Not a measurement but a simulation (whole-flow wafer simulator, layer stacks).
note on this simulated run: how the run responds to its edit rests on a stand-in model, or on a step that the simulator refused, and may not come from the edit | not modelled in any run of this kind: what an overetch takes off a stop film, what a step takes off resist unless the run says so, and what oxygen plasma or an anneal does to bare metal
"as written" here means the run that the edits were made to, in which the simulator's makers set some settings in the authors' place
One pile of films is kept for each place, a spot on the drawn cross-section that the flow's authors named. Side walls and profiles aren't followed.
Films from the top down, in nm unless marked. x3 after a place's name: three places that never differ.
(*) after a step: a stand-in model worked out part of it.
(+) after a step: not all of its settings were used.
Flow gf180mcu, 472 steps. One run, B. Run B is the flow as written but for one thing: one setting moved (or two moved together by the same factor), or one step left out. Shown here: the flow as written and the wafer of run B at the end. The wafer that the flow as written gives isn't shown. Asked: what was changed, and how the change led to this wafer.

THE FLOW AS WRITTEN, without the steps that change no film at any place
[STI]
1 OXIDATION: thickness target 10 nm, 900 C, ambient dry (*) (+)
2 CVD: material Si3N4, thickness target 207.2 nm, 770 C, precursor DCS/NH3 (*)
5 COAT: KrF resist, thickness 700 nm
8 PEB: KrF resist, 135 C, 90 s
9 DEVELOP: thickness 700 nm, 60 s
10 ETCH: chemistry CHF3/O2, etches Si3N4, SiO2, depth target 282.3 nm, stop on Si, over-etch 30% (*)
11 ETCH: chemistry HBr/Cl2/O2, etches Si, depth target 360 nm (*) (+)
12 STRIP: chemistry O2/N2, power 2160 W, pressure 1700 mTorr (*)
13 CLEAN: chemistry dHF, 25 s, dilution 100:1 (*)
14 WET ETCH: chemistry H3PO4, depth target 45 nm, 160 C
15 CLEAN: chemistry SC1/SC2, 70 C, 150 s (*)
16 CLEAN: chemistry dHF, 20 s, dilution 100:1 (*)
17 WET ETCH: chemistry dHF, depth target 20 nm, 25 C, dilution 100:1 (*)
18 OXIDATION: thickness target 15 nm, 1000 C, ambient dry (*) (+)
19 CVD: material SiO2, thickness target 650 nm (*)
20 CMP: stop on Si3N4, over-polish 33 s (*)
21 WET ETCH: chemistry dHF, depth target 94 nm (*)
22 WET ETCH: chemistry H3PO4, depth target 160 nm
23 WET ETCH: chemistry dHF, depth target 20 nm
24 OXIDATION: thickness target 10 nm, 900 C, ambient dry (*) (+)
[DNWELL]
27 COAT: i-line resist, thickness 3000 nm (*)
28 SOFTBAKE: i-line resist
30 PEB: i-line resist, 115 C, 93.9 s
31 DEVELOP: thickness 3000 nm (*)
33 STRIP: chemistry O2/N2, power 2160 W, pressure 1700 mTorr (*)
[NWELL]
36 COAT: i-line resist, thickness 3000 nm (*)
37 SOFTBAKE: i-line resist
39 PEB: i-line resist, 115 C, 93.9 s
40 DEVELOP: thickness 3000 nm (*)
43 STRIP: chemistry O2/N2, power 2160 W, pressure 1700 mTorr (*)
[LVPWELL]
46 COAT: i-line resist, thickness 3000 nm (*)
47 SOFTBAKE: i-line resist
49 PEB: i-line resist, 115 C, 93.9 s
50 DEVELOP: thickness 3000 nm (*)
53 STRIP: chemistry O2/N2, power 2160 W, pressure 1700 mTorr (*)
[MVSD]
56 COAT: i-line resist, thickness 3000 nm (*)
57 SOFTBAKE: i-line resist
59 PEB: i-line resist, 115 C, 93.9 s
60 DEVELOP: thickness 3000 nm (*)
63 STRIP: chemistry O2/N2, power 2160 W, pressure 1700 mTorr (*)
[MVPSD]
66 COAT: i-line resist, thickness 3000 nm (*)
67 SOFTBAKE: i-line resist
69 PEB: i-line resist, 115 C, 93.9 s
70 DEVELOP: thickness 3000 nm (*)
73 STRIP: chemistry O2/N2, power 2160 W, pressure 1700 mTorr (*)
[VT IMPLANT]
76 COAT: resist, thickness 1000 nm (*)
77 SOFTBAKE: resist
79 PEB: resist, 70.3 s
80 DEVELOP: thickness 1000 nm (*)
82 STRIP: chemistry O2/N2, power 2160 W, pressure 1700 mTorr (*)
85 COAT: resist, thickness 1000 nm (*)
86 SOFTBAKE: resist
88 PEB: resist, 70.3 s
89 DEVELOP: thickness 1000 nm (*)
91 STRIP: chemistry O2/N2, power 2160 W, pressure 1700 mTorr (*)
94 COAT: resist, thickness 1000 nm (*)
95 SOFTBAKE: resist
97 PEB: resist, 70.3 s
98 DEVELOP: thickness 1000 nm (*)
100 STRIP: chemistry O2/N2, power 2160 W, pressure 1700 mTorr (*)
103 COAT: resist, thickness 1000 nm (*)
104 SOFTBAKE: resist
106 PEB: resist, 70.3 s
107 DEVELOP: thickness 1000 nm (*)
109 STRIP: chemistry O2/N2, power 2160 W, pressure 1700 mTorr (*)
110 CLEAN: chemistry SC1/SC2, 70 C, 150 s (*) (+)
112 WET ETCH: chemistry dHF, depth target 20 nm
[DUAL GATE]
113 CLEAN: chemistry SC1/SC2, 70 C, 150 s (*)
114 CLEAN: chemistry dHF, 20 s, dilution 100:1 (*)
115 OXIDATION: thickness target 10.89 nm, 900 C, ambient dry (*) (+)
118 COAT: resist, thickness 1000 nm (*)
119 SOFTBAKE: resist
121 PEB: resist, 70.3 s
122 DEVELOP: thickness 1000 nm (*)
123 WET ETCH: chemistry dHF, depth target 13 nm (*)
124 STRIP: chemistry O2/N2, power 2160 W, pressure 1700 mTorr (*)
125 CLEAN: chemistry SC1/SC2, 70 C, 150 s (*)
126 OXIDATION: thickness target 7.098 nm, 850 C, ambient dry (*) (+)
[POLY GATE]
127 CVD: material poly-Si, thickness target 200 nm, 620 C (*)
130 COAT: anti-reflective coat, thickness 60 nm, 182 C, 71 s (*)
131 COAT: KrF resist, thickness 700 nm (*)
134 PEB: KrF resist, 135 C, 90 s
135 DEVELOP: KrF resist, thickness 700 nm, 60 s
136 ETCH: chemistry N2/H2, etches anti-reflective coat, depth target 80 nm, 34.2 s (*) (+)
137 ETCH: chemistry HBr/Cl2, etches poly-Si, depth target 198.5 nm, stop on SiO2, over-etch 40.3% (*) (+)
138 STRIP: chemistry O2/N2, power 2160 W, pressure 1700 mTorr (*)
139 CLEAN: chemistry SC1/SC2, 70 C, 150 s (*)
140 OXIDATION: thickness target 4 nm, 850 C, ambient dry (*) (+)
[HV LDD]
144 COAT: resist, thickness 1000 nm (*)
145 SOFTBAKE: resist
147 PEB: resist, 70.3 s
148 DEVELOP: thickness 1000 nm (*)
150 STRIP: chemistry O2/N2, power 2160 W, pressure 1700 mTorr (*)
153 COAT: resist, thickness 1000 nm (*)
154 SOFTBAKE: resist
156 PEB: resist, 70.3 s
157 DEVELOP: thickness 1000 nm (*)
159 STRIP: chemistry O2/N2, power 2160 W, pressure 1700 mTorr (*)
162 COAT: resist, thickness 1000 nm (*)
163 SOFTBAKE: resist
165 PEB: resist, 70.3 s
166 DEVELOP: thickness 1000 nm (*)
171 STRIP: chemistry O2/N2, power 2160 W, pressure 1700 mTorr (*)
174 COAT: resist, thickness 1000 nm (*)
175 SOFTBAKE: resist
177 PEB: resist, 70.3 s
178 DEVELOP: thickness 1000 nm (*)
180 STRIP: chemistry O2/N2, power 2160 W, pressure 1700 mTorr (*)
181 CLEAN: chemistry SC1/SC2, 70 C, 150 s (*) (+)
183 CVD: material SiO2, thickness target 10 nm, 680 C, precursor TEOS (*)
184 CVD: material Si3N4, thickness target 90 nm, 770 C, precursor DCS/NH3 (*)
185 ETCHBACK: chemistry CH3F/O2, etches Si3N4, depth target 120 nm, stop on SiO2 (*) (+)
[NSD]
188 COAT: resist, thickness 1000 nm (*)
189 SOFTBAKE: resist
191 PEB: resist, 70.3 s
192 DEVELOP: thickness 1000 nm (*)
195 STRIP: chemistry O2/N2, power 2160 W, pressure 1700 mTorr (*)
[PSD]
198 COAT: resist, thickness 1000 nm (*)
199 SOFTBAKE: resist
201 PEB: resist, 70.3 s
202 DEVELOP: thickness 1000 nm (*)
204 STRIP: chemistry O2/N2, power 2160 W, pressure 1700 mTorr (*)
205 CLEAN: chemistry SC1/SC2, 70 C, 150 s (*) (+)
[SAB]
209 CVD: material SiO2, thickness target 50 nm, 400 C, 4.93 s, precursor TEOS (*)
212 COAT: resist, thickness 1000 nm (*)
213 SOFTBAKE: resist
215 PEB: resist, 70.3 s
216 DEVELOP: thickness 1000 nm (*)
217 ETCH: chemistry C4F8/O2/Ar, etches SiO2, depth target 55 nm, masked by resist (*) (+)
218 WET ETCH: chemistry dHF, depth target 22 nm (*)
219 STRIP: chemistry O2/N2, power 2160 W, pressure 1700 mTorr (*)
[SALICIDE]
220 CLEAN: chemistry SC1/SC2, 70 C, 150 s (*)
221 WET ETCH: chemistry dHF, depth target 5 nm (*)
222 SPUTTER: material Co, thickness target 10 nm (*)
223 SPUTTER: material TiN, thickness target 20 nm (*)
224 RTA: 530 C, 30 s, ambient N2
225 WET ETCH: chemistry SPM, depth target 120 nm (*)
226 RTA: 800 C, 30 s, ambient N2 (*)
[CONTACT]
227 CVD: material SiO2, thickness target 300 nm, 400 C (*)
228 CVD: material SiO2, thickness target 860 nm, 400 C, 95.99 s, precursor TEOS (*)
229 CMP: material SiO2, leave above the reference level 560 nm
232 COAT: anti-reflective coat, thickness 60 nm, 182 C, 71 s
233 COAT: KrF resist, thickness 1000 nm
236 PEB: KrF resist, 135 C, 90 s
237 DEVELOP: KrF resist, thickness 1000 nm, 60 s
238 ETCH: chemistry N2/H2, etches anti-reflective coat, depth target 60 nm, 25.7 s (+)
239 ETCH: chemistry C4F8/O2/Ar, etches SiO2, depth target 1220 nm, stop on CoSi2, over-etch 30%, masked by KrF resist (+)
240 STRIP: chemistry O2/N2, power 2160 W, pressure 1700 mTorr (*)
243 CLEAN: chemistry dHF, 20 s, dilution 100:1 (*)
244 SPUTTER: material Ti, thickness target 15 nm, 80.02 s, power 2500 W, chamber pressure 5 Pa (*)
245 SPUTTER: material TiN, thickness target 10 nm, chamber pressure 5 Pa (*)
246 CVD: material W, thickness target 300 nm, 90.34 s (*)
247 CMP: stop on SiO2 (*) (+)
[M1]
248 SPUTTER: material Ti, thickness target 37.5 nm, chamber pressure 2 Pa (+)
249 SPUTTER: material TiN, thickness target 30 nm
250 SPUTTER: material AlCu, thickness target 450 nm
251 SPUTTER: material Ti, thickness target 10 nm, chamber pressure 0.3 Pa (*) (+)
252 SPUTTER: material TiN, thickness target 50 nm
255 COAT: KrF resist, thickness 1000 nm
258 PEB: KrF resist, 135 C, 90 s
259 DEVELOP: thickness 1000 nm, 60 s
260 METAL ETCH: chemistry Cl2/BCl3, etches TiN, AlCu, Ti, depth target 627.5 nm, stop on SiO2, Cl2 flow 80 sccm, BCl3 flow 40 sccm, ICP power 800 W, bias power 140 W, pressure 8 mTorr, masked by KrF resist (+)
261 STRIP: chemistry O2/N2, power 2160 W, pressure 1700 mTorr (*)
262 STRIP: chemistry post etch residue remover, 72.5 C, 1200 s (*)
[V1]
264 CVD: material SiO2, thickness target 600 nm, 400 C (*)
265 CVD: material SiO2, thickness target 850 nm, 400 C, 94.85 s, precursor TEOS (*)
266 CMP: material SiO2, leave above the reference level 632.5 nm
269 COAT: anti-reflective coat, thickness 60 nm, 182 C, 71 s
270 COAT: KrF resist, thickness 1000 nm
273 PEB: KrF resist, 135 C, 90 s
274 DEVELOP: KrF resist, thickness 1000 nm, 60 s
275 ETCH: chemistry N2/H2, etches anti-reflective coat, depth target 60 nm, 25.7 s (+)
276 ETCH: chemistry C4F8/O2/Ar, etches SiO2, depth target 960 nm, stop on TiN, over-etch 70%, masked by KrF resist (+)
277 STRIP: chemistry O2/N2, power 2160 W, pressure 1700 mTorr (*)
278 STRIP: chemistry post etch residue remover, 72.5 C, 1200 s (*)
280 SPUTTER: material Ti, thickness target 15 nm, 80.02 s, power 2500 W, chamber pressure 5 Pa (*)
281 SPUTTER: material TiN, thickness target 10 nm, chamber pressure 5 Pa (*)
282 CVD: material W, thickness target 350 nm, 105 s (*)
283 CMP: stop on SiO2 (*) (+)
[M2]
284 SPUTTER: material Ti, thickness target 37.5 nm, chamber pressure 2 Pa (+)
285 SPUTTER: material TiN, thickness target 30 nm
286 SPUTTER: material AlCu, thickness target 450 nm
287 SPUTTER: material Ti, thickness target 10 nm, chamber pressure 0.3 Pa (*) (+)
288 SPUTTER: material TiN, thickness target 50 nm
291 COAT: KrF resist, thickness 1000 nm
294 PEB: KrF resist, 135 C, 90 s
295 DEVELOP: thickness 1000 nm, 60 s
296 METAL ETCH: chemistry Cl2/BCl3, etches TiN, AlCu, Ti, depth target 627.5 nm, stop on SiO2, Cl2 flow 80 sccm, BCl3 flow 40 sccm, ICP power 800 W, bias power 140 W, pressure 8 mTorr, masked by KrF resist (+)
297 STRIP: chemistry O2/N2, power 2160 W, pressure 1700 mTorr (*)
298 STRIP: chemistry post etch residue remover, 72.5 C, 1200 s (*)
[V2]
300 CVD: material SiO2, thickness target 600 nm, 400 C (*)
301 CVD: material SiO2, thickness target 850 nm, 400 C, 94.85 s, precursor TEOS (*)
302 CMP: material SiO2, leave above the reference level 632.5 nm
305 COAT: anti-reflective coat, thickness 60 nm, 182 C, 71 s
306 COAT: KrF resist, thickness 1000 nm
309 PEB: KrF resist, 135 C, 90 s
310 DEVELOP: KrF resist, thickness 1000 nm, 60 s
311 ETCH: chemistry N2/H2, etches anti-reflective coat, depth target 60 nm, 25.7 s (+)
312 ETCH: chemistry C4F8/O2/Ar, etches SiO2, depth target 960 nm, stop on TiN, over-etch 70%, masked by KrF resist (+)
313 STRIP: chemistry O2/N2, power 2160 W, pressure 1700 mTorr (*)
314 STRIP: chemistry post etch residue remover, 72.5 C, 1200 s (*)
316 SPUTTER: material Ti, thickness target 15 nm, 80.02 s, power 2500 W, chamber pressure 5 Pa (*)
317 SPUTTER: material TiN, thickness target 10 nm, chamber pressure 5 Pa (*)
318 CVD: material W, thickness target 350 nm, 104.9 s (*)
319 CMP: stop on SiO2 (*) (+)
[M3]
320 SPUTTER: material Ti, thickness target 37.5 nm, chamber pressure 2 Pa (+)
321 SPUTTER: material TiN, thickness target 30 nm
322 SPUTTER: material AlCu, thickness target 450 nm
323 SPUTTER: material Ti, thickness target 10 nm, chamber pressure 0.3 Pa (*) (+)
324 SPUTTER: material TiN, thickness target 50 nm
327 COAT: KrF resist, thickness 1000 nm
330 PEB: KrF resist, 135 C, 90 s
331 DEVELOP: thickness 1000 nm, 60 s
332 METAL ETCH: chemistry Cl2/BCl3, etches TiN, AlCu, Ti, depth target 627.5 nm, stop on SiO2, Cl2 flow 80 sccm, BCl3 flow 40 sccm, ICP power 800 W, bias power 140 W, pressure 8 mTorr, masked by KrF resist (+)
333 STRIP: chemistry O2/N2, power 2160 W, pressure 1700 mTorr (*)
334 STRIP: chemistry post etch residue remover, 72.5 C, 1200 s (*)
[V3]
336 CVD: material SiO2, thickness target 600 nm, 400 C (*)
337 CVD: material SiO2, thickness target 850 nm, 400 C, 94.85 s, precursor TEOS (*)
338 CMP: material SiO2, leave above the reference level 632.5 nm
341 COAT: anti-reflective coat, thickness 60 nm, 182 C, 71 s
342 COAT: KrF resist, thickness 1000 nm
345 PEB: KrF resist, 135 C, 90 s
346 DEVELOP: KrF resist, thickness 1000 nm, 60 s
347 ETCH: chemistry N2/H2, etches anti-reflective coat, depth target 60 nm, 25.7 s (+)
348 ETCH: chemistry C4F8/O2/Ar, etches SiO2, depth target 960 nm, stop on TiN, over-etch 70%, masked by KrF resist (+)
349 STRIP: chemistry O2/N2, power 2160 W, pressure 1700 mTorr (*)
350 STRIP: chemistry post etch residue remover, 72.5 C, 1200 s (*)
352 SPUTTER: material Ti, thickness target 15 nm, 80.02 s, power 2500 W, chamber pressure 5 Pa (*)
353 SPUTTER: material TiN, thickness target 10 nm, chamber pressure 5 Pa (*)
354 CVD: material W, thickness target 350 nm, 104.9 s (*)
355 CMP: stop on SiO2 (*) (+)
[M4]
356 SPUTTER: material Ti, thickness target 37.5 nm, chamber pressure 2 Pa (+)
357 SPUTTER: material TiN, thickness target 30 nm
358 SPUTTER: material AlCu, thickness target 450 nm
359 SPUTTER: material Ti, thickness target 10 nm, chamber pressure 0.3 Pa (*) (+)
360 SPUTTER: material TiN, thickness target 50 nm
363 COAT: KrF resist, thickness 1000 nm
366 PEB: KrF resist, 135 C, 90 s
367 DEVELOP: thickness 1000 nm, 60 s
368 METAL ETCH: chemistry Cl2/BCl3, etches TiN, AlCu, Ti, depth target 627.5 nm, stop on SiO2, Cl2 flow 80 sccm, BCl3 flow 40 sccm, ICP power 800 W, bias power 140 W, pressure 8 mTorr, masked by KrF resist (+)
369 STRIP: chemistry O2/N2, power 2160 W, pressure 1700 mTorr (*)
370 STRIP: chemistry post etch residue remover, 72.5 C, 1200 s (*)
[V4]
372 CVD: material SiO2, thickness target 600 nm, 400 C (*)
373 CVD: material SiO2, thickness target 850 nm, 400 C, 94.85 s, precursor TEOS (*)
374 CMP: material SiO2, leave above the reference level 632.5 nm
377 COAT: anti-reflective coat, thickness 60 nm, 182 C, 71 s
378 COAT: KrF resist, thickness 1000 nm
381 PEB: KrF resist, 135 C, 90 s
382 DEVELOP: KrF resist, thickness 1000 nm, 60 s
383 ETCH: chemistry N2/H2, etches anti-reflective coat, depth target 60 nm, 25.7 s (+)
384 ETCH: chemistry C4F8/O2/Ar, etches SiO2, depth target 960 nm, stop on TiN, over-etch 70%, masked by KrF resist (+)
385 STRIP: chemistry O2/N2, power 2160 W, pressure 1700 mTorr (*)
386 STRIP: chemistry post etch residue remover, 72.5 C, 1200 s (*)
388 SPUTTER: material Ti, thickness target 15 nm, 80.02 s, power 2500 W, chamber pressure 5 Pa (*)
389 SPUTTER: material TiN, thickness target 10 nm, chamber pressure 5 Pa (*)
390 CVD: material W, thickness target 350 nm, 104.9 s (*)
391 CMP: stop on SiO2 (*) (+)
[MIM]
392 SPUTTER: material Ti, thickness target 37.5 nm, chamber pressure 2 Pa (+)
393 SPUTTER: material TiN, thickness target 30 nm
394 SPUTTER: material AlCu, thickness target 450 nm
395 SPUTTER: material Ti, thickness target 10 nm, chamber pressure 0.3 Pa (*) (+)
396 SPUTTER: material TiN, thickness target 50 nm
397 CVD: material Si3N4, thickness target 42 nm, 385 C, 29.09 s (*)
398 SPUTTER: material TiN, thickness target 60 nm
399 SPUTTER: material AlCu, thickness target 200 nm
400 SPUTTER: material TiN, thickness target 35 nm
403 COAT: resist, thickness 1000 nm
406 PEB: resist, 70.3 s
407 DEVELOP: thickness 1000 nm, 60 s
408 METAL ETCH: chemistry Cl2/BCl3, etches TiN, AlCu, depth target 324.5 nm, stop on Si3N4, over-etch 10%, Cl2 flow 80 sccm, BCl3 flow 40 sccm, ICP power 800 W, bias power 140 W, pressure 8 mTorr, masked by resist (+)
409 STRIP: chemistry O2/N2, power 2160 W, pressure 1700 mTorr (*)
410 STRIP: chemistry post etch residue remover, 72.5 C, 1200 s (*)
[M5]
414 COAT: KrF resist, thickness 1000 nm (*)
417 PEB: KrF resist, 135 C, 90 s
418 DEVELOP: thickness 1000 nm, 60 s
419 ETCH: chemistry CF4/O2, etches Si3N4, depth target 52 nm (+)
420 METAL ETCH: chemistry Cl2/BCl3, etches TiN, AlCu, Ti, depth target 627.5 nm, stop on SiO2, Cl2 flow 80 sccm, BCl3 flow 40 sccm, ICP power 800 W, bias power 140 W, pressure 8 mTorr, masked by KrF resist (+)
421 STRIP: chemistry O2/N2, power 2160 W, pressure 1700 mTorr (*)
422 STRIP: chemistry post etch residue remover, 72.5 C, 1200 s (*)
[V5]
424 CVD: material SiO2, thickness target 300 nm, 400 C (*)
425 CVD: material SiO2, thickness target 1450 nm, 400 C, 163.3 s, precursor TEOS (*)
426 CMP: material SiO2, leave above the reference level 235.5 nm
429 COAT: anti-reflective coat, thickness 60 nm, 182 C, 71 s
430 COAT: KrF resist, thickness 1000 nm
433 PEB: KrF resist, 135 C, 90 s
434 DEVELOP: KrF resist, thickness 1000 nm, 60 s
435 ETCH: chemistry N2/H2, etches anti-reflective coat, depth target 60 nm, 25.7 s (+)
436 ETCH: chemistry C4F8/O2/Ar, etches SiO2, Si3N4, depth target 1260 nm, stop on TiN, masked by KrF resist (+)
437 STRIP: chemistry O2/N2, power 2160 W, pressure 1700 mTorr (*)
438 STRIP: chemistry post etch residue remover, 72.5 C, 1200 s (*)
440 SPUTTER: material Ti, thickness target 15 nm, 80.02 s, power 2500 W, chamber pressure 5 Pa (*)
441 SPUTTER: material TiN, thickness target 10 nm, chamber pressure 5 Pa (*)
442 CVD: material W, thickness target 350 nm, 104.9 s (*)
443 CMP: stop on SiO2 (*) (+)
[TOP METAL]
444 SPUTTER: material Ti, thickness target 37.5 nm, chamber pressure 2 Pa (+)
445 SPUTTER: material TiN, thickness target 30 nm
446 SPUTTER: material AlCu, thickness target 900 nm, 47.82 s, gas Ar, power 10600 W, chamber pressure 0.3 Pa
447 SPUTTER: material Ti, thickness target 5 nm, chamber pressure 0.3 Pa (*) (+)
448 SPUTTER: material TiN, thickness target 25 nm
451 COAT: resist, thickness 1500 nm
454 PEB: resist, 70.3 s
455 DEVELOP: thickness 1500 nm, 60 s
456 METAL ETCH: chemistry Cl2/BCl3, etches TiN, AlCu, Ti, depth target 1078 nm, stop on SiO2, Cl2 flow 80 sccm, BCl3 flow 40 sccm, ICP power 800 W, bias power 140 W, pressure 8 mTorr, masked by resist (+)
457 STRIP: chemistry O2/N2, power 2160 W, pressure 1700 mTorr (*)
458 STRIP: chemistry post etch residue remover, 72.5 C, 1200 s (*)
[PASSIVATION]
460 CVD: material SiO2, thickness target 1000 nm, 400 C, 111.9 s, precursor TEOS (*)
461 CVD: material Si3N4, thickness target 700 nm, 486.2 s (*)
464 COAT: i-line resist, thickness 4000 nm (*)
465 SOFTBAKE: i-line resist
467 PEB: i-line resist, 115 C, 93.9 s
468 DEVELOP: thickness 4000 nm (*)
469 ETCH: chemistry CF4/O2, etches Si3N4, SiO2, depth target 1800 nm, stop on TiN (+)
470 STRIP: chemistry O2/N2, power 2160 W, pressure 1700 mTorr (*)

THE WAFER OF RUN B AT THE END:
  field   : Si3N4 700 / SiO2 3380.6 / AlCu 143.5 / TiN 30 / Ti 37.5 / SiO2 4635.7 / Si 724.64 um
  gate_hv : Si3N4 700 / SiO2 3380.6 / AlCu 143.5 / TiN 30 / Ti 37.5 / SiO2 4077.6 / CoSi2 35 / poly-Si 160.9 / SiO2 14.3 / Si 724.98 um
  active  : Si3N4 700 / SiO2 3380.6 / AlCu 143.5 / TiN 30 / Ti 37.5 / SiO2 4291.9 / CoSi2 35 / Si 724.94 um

The cause: step 368, METAL ETCH: depth target 360.8 nm was run, where the flow has depth target 627.5 nm.

How the change led to this, step by step:
  368 METAL ETCH: chemistry Cl2/BCl3, etches TiN, AlCu, Ti, depth target 627.5 nm, stop on SiO2, Cl2 flow 80 sccm, BCl3 flow 40 sccm, ICP power 800 W, bias power 140 W, pressure 8 mTorr, masked by KrF resist (+)
      field, field__w1, field__w2 and 103 more: TiN -50 (all of it), Ti -10 (all of it), AlCu -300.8 (as written it would be: TiN -50 (all of it), Ti -10 (all of it), AlCu -450 (all of it), TiN -30 (all of it), Ti -37.5 (all of it))
      field__w8, contact, m1, m1__w1, m1_nw: KrF resist -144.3 (as written it would be: KrF resist -251)
  369 STRIP: chemistry O2/N2, power 2160 W, pressure 1700 mTorr (*)
      field__w8, contact, m1, m1__w1, m1_nw: KrF resist -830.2 (all of it) (as written it would be: KrF resist -723.5 (all of it))
  370 STRIP: chemistry post etch residue remover, 72.5 C, 1200 s (*)
      field, field__w1, field__w2 and 103 more: AlCu -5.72 (as written it would be: nothing)
  372 CVD: material SiO2, thickness target 600 nm, 400 C (*)
      field, field__w1, field__w2 and 103 more: SiO2 +600 (new film) (as written it would be: SiO2 +600)
  374 CMP: material SiO2, leave above the reference level 632.5 nm
      field, field__w1, field__w2 and 103 more: SiO2 -511 (as written it would be: SiO2 -300)
Counting metal films that touch as one body, field has 1 body; the flow as written gives 0 bodies.
Counting metal films that touch as one body, gate_hv has 2 bodies (between them, from the top down: SiO2 4077.6); the flow as written gives 1 body.
Counting metal films that touch as one body, active has 2 bodies (between them, from the top down: SiO2 4291.9); the flow as written gives 1 body.
